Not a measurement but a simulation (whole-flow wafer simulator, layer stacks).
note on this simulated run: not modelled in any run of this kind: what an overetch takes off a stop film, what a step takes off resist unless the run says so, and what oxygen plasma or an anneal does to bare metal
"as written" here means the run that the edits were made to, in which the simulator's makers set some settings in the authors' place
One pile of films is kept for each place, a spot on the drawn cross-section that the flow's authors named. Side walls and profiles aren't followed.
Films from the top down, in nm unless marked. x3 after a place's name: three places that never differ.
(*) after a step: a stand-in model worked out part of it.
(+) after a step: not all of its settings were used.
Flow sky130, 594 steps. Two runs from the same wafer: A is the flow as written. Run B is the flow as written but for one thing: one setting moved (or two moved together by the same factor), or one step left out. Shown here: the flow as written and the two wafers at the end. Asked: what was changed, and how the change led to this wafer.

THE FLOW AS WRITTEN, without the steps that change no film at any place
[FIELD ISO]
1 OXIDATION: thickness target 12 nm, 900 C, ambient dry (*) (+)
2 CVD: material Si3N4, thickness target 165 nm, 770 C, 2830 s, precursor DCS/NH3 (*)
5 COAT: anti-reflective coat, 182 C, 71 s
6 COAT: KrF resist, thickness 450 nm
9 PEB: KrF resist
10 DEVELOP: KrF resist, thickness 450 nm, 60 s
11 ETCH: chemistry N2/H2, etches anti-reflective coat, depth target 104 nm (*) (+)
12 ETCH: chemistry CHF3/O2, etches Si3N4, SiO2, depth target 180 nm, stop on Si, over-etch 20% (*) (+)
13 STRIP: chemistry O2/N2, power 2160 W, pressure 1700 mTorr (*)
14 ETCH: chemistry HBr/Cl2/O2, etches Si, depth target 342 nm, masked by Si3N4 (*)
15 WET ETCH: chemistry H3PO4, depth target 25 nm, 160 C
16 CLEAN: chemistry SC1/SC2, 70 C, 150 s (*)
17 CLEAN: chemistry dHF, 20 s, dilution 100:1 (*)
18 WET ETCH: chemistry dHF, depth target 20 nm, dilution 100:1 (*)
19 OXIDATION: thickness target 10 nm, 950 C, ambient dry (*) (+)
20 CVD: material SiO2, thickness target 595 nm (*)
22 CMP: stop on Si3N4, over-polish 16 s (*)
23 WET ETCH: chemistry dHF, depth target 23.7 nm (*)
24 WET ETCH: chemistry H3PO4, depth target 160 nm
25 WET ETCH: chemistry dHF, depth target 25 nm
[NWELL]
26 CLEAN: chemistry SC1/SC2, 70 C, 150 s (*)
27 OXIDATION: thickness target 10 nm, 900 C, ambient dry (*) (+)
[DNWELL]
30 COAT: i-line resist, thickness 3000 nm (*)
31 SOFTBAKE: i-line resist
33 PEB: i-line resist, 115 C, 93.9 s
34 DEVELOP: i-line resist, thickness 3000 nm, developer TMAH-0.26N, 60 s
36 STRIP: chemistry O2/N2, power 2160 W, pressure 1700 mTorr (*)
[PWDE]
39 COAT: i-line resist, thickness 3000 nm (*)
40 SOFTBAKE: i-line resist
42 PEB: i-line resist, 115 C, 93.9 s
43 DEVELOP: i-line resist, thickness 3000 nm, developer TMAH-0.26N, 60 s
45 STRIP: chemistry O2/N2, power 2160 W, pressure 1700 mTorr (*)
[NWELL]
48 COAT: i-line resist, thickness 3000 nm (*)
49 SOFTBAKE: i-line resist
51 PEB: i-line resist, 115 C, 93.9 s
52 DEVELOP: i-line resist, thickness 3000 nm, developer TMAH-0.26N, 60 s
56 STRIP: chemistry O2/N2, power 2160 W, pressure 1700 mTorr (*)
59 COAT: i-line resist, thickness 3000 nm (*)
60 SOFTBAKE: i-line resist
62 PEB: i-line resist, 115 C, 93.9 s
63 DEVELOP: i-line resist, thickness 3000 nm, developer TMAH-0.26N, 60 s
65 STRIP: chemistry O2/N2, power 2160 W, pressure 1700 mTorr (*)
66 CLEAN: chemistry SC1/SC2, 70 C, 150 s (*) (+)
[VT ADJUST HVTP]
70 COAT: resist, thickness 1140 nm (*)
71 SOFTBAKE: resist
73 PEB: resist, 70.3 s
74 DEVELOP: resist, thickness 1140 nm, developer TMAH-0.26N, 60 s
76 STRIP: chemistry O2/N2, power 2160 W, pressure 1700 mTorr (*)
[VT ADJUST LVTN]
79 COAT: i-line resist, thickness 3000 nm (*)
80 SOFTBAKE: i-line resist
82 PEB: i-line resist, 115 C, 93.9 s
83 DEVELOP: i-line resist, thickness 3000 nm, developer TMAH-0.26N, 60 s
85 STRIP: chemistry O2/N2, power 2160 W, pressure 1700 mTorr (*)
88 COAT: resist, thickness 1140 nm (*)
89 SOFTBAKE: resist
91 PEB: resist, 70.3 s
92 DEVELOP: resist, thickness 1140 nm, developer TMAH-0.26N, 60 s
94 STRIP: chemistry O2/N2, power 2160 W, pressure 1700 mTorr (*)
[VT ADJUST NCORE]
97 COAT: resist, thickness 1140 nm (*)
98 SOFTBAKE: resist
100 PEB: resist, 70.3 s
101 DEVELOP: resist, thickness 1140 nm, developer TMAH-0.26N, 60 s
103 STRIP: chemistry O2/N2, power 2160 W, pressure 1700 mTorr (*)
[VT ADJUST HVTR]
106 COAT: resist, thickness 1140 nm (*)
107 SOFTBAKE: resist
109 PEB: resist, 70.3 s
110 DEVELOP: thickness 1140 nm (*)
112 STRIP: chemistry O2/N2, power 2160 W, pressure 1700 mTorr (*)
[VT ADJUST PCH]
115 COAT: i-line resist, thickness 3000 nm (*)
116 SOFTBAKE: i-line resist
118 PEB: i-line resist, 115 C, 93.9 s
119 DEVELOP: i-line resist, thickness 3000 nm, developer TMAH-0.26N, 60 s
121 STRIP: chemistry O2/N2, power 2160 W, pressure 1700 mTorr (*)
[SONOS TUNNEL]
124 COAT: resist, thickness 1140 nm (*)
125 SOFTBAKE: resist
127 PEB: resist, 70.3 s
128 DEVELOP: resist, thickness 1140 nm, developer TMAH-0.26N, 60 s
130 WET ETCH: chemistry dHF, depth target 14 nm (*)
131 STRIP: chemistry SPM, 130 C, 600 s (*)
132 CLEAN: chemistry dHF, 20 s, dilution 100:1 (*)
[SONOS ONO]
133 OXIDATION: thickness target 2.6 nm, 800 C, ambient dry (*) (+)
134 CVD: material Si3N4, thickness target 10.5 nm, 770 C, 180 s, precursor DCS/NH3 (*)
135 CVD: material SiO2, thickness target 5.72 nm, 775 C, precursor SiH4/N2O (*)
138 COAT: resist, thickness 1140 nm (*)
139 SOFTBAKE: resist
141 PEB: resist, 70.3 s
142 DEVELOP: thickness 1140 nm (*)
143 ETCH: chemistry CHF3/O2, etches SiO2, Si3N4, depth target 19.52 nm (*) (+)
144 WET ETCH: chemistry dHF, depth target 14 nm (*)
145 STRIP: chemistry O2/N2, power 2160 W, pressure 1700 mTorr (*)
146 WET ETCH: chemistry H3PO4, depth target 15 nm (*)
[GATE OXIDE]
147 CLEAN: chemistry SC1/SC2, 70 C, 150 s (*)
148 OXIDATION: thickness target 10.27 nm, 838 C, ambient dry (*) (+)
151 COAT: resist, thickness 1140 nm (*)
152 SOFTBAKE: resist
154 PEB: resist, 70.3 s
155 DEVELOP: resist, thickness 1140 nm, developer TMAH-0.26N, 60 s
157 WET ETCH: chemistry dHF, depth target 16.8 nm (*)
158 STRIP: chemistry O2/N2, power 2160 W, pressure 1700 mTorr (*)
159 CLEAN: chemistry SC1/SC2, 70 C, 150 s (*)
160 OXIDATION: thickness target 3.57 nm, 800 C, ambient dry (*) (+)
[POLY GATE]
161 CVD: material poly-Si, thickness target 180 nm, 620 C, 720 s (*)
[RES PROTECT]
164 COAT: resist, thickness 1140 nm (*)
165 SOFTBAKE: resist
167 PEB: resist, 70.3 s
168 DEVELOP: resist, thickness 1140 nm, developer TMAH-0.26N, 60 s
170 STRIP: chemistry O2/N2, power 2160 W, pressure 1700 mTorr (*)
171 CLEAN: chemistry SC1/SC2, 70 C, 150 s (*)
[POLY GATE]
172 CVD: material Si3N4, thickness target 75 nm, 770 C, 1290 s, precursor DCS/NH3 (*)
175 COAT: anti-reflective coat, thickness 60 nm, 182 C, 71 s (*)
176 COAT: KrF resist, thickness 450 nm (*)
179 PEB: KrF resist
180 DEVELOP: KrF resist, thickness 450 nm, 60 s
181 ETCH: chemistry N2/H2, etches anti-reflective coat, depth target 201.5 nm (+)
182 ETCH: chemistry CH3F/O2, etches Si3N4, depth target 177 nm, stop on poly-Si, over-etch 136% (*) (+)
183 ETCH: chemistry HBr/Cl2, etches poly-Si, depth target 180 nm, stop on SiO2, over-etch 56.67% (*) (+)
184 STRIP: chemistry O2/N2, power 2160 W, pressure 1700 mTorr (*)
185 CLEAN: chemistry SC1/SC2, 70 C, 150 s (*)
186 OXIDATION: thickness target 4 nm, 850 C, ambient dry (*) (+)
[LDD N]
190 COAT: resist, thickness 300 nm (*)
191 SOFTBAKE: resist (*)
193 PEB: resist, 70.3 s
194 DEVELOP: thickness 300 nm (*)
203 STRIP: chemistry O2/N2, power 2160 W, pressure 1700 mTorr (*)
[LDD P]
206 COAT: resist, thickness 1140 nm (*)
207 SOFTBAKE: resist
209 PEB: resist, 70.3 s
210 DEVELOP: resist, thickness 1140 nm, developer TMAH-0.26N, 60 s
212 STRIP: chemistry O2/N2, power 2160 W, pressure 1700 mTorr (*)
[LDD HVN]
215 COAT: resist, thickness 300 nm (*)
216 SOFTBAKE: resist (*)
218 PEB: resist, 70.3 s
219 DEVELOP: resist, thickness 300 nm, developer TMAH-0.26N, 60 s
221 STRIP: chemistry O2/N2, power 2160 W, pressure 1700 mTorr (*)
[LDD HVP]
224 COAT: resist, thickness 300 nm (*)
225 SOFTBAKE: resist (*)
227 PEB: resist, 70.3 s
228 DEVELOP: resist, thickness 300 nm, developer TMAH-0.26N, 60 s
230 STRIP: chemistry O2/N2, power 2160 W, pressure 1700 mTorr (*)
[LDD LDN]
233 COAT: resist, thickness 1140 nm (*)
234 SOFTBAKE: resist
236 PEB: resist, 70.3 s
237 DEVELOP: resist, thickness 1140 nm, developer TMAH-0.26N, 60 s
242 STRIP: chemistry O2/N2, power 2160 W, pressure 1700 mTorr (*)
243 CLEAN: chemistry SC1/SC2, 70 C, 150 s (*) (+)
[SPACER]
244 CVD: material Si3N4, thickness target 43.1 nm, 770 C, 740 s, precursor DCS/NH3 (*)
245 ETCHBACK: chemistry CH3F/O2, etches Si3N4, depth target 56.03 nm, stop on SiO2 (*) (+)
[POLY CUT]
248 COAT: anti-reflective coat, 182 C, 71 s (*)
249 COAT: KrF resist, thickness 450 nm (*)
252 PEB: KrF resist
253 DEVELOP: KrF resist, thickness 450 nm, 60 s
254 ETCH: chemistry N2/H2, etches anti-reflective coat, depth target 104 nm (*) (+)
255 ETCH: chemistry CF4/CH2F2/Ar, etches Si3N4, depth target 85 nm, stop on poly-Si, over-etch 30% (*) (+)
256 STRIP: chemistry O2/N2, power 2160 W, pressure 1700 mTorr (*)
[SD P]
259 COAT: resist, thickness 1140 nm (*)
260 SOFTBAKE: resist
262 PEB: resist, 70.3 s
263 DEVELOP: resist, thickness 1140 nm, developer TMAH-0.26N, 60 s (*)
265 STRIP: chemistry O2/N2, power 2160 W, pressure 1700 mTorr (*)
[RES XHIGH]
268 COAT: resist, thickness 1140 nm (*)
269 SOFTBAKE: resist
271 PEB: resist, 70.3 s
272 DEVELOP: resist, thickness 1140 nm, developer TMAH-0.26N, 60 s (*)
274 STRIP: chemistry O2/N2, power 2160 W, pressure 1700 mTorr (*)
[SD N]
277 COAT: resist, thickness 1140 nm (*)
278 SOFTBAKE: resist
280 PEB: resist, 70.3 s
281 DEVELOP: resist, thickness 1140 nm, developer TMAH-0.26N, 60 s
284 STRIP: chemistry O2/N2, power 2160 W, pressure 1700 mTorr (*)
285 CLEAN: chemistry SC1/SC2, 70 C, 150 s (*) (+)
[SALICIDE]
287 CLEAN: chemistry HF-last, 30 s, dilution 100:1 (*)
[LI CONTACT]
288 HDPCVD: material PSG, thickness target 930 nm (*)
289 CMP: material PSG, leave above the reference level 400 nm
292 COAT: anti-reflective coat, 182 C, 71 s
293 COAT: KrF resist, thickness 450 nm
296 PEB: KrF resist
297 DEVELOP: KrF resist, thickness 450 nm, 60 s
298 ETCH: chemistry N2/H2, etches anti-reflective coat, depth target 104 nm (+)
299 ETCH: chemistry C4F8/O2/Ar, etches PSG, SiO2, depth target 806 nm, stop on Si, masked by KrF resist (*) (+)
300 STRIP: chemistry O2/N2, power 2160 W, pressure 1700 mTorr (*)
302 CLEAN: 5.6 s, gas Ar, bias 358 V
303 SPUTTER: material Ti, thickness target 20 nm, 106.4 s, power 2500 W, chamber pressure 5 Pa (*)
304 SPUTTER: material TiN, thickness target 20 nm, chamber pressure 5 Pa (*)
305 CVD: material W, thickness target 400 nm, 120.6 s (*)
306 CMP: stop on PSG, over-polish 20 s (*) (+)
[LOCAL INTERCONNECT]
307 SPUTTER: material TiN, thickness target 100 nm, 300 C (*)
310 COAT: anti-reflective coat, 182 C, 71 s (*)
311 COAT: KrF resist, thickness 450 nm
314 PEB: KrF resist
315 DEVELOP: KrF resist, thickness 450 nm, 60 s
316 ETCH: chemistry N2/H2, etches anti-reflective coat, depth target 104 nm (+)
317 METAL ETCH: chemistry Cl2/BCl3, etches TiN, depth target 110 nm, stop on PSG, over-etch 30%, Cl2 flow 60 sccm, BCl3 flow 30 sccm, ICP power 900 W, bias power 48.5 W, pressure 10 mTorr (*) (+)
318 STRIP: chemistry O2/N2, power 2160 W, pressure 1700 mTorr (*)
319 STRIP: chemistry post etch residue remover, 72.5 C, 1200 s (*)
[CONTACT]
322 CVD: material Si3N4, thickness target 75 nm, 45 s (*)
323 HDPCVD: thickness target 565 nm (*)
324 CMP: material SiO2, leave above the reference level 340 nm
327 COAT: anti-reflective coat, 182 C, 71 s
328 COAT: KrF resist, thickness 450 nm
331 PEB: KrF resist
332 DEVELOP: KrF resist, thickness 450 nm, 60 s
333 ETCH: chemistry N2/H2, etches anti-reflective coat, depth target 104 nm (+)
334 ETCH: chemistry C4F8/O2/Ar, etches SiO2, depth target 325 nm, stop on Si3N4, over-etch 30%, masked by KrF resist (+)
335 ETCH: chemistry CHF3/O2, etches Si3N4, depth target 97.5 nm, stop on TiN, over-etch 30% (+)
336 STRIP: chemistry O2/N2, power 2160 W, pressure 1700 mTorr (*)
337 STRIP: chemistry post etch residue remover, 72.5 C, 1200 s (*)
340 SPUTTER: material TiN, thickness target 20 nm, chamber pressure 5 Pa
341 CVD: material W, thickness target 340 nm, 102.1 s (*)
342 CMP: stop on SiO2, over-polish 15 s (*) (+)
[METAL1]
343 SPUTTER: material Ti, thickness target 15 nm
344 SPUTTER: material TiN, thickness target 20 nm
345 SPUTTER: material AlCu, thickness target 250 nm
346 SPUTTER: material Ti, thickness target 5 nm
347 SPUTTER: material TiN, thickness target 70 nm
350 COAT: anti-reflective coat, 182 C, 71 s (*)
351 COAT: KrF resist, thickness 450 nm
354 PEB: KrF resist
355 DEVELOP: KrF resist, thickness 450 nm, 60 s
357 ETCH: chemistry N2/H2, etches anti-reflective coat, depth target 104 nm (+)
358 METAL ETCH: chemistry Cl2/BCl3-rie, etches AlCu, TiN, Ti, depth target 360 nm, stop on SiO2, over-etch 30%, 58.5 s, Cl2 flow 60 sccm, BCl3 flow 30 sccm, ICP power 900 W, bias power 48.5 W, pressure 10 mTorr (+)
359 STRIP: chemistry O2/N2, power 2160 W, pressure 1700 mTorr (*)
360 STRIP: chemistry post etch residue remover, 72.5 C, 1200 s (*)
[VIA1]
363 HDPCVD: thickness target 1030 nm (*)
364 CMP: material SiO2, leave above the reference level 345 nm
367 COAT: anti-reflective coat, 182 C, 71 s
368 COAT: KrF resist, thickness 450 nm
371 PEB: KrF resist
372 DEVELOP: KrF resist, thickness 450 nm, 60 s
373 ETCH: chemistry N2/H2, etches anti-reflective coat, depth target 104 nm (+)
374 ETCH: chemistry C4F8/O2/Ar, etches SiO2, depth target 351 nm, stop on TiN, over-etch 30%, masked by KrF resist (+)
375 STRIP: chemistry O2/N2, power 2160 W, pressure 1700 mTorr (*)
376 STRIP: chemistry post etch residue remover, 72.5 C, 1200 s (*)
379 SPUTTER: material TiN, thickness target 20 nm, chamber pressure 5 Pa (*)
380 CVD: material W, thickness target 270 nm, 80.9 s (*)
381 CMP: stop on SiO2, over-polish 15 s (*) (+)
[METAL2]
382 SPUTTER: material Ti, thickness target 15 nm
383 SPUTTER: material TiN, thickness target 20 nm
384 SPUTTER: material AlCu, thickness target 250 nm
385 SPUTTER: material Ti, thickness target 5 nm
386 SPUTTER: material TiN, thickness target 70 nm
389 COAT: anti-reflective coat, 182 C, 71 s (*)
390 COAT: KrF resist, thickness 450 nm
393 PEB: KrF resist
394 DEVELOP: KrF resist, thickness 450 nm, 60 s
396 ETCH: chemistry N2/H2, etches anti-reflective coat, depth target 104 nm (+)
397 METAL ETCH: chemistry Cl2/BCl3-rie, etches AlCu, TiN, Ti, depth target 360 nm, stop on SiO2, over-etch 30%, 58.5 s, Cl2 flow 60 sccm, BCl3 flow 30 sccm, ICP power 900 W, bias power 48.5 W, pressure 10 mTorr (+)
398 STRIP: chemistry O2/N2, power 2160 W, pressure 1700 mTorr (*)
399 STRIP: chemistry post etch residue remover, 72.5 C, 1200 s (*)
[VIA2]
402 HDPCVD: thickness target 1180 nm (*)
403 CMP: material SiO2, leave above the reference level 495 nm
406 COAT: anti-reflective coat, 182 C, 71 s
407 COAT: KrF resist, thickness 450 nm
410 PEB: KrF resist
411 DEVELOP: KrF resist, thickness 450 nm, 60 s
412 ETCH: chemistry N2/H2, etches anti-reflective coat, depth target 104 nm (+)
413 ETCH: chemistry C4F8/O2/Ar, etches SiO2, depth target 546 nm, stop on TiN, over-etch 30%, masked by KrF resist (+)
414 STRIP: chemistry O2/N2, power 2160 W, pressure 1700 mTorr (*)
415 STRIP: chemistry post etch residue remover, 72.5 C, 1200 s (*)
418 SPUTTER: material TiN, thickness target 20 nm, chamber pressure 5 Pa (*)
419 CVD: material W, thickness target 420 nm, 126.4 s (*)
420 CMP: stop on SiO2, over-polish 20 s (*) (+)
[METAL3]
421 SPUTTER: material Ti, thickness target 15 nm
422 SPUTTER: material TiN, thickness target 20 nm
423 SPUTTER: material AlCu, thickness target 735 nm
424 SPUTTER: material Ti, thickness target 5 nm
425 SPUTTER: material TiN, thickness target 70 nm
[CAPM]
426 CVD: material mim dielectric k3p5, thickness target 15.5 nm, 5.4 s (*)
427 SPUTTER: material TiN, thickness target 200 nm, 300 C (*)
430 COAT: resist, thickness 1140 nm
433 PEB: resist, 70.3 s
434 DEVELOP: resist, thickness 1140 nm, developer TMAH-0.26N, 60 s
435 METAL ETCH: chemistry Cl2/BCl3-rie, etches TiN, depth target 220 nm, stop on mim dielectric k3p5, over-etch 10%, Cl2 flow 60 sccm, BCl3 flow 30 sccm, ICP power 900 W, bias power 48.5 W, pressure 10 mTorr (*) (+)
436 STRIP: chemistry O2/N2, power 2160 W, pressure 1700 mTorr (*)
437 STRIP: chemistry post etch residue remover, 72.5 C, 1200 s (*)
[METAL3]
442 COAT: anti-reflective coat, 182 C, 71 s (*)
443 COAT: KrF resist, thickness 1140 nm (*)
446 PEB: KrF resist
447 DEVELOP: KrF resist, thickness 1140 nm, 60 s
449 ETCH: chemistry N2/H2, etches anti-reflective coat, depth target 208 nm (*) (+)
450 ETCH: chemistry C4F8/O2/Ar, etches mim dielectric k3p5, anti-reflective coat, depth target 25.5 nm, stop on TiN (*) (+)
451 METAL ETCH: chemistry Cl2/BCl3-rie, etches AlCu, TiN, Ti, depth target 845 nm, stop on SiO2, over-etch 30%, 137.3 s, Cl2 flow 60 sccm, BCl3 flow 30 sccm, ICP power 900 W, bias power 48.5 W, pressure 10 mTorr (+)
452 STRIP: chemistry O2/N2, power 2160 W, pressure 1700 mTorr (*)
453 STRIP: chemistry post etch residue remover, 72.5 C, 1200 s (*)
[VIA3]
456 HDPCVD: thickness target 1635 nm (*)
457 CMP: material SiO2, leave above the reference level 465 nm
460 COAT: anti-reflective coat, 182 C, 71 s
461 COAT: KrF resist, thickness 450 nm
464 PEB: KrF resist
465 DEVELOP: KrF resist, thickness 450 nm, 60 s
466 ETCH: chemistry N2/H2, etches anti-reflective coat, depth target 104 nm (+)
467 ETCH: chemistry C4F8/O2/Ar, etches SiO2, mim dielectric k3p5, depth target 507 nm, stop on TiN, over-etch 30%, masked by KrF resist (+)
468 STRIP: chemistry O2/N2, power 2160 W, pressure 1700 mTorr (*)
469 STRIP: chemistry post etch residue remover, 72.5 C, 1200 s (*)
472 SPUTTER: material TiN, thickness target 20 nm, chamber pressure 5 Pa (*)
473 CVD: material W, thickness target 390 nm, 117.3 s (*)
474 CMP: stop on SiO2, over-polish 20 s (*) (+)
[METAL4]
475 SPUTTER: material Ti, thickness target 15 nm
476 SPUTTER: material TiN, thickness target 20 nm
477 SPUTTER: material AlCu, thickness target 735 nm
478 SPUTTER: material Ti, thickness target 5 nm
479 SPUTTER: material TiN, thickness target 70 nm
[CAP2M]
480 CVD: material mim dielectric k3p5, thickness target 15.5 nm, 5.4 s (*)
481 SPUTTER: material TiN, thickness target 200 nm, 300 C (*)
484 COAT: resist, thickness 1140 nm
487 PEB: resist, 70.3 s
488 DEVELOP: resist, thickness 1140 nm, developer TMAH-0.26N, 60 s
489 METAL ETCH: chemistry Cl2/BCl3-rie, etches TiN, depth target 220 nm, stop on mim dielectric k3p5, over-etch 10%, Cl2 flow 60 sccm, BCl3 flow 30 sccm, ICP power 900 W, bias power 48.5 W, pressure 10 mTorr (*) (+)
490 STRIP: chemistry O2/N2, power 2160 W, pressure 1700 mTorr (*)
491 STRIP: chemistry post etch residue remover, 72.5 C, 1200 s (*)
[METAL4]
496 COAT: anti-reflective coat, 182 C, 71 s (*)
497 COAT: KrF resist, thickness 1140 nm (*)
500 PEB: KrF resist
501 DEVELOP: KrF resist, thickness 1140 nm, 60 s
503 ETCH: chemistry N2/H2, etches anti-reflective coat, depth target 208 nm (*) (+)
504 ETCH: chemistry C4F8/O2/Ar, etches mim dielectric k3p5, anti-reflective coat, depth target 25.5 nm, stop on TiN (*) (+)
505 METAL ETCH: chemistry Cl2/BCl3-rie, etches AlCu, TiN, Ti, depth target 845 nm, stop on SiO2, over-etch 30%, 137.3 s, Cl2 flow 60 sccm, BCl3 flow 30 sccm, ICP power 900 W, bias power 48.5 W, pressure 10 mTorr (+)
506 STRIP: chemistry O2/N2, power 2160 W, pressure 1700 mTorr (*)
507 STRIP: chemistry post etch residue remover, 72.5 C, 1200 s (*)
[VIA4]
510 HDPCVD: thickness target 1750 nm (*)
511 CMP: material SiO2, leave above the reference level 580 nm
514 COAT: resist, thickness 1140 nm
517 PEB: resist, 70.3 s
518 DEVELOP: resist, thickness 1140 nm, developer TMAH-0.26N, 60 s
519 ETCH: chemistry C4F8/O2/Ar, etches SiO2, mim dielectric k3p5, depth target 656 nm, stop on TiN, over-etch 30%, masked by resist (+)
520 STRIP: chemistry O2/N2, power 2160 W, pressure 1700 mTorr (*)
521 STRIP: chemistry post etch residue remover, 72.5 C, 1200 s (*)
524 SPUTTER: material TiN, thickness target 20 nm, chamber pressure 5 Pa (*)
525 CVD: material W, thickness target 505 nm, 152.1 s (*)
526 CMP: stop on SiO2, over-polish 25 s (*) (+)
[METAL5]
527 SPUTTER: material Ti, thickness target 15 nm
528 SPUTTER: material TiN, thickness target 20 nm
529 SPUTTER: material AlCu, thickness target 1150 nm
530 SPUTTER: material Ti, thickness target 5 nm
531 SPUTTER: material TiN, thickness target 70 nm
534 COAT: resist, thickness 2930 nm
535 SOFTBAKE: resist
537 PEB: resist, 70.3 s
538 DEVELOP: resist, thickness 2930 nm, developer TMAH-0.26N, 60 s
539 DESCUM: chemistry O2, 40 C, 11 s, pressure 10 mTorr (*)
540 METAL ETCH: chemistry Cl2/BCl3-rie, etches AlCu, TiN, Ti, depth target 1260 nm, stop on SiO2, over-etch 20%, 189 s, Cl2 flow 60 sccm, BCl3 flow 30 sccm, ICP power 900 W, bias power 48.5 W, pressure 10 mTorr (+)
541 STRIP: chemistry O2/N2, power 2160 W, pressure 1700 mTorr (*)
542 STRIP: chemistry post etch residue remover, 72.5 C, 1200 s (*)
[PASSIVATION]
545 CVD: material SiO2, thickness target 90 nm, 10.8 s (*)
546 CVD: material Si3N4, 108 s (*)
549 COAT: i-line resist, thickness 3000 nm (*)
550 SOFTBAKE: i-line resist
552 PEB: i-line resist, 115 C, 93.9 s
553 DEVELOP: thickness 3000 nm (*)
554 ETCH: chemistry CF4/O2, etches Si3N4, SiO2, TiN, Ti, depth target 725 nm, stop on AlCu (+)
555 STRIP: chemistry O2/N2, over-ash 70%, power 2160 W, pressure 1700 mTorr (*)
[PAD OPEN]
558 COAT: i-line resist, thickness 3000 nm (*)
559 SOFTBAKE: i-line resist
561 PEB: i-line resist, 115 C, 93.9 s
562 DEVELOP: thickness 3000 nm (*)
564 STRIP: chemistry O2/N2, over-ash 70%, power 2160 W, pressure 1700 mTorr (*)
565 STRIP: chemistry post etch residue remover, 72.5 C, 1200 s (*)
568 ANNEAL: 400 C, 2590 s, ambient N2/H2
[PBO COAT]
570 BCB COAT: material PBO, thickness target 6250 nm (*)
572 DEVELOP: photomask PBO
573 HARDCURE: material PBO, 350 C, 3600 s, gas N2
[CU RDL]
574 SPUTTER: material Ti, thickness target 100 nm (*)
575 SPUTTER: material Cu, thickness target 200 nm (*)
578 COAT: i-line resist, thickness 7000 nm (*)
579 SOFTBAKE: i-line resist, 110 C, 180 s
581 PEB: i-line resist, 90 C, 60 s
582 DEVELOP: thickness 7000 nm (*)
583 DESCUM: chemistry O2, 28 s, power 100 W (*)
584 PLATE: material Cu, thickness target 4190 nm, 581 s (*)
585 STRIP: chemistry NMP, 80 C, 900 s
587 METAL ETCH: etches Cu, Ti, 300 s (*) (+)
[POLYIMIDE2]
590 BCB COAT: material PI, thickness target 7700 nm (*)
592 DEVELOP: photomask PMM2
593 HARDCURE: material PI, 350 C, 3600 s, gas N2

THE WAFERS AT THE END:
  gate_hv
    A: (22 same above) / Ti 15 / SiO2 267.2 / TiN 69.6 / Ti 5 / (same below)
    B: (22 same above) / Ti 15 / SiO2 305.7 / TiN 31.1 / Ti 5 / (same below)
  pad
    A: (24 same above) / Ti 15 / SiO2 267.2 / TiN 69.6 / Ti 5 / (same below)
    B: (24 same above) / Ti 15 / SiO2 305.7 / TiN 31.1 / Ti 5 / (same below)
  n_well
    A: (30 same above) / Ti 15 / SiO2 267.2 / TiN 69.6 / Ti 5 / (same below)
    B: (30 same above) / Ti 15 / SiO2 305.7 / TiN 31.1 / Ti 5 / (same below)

The cause: step 347, SPUTTER: thickness target 31.5 nm was run, where the flow has thickness target 70 nm.

How the change led to this, step by step:
  347 SPUTTER: material TiN, thickness target 70 nm
      field, active, n_well and 188 more: A TiN +70 (new film) | B TiN +31.5 (new film)
  358 METAL ETCH: chemistry Cl2/BCl3-rie, etches AlCu, TiN, Ti, depth target 360 nm, stop on SiO2, over-etch 30%, 58.5 s, Cl2 flow 60 sccm, BCl3 flow 30 sccm, ICP power 900 W, bias power 48.5 W, pressure 10 mTorr (+)
      field, active, gate and 81 more: A TiN -68.7 (all of it), Ti -5 (all of it), AlCu -250 (all of it), TiN -20 (all of it), Ti -15 (all of it), SiO2 -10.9 | B TiN -30.2 (all of it), Ti -5 (all of it), AlCu -250 (all of it), TiN -20 (all of it), Ti -15 (all of it), SiO2 -14.8
  364 CMP: material SiO2, leave above the reference level 345 nm
      n_well, p_well, gate_hv and 100 more: A SiO2 -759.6 | B SiO2 -721.1
      poly_licon, ndiff_licon, ndiff_licon_cpp, rpo_hd_licon: A SiO2 -759 | B SiO2 -720.5
  374 ETCH: chemistry C4F8/O2/Ar, etches SiO2, depth target 351 nm, stop on TiN, over-etch 30%, masked by KrF resist (+)
      m1, via1_hole: A SiO2 -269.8 (all of it) | B SiO2 -308.3 (all of it)
  379 SPUTTER: material TiN, thickness target 20 nm, chamber pressure 5 Pa (*)
      m1: A TiN +11 | B TiN +10.3
      via1_hole: A TiN +10.9 | B TiN +10.2
  380 CVD: material W, thickness target 270 nm, 80.9 s (*)
      m1, via1_hole: A W +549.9 (new film) | B W +589.1 (new film)
